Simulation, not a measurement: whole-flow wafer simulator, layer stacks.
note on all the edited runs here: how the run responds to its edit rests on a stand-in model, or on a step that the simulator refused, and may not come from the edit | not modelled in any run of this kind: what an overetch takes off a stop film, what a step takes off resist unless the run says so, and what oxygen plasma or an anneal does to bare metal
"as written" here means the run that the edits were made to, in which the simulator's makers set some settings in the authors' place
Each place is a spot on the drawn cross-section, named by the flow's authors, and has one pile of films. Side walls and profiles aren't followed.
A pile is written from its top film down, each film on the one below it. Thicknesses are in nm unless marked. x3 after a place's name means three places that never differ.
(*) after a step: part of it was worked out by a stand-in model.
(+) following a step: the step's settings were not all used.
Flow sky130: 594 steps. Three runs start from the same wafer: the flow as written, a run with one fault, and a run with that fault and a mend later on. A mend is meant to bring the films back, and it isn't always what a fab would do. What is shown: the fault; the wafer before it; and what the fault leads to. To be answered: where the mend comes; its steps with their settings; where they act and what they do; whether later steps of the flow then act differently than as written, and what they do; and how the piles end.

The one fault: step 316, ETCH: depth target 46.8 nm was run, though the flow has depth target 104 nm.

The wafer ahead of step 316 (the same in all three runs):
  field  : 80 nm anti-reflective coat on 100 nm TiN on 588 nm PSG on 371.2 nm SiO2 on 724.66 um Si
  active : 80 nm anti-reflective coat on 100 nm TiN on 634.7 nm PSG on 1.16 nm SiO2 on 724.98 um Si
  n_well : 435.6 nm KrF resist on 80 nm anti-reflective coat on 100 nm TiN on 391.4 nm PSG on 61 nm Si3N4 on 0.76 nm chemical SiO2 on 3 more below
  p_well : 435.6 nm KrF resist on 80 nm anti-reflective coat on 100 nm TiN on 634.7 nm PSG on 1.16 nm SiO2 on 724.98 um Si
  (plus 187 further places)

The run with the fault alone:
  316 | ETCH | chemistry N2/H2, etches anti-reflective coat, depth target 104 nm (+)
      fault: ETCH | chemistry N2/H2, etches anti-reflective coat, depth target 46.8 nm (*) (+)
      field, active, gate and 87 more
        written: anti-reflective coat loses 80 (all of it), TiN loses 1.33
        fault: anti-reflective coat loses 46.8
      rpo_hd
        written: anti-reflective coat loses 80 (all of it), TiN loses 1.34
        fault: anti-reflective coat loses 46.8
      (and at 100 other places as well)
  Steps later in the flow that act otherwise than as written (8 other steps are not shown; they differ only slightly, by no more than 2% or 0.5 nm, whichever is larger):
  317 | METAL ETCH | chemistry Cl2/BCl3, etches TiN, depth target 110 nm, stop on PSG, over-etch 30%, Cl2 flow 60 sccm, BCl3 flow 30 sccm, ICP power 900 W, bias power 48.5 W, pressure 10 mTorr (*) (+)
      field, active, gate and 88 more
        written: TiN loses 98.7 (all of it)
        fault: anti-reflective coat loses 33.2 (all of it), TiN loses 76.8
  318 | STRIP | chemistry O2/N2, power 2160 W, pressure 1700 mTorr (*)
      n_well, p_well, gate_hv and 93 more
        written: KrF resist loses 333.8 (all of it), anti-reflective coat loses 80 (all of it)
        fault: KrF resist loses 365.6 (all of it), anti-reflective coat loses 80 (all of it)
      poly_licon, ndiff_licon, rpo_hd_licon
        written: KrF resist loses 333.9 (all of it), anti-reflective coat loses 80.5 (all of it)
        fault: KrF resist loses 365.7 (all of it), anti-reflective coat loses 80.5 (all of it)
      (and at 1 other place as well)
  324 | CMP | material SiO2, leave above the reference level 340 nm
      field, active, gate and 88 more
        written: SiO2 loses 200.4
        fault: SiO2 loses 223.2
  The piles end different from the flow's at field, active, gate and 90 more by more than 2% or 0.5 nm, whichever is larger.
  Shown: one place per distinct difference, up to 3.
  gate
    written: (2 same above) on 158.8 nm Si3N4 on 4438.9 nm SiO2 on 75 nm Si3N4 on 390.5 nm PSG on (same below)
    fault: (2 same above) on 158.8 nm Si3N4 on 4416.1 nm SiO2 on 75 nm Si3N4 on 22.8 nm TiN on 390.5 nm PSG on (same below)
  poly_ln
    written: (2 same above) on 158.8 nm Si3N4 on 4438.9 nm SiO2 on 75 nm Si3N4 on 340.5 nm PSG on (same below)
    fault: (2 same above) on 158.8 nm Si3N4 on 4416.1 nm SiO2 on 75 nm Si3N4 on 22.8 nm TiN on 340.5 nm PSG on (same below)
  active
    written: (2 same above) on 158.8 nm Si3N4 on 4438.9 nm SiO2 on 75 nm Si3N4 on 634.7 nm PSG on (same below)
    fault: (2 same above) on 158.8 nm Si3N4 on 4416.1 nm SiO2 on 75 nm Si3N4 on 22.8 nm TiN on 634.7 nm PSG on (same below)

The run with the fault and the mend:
  The mend stands after step 316.
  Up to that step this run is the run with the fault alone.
  316a | ETCH | chemistry N2/H2, etches anti-reflective coat, depth target 57.2 nm (*) (+) (the flow's step 316, run once more with other settings)
      n_well, p_well, gate_hv and 97 more
        KrF resist loses 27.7
      field, active, gate and 88 more
        anti-reflective coat loses 33.2 (all of it), TiN loses 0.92
  Later steps of the flow that are run all act as written at every place that is followed, up to a difference of at most 2% or 0.5 nm, whichever is larger.
  The piles end the same as the flow's at every place that both follow.
